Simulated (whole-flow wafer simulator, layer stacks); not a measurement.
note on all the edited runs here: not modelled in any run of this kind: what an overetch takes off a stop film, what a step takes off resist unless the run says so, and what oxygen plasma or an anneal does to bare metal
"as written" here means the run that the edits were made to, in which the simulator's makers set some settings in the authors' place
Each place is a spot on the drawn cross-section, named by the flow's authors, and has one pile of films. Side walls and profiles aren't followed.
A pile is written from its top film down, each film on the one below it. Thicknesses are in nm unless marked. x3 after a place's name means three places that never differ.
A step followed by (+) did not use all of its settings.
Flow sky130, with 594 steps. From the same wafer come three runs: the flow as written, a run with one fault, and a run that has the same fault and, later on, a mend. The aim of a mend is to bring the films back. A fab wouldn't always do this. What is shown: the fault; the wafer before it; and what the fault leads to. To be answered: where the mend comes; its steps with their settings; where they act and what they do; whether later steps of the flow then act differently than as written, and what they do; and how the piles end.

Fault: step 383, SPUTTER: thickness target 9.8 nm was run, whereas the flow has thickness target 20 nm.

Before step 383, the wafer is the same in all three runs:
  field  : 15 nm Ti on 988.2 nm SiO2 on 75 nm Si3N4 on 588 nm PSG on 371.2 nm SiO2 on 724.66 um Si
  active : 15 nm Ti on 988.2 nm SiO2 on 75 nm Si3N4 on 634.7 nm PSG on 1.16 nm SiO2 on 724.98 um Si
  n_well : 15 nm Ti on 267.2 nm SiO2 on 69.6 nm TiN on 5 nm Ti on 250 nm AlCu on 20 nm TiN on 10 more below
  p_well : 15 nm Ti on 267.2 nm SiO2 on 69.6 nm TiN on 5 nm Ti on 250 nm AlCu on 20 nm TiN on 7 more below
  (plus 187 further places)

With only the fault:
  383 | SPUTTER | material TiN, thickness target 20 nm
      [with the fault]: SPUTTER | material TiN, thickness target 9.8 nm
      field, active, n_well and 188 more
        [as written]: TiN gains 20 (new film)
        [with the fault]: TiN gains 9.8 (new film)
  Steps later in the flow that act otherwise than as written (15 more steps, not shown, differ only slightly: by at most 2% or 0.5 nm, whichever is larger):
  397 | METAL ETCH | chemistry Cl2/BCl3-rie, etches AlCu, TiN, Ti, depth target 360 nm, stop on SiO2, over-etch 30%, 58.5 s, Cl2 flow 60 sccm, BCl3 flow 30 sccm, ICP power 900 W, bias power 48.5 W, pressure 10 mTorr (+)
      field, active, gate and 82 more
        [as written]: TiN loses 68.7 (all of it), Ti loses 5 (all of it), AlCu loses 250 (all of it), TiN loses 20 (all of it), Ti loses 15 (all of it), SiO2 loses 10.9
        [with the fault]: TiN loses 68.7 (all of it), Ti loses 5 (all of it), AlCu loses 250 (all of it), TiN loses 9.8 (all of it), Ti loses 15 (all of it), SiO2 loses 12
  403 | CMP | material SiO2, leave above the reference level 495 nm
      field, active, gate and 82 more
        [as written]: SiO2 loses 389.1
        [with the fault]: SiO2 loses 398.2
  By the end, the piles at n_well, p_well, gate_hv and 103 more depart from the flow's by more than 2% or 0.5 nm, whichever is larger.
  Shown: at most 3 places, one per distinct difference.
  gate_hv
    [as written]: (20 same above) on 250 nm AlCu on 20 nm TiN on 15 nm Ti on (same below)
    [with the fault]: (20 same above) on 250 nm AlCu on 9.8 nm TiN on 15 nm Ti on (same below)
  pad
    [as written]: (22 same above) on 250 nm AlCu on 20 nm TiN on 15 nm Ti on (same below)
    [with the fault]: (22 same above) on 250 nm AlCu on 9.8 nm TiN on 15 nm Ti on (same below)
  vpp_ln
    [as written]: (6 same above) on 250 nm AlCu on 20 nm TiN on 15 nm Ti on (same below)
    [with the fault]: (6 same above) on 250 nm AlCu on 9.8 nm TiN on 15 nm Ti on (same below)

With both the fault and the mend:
  The mend stands after step 383.
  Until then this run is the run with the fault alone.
  383a | SPUTTER | material TiN, thickness target 10.2 nm (a further turn of the flow's step 383, with different settings)
      field, active, n_well and 188 more
        TiN gains 10.2
  Later steps of the flow that are run all act as written at every place that is followed.
  At every place that both follow, the piles at the end match the flow's.
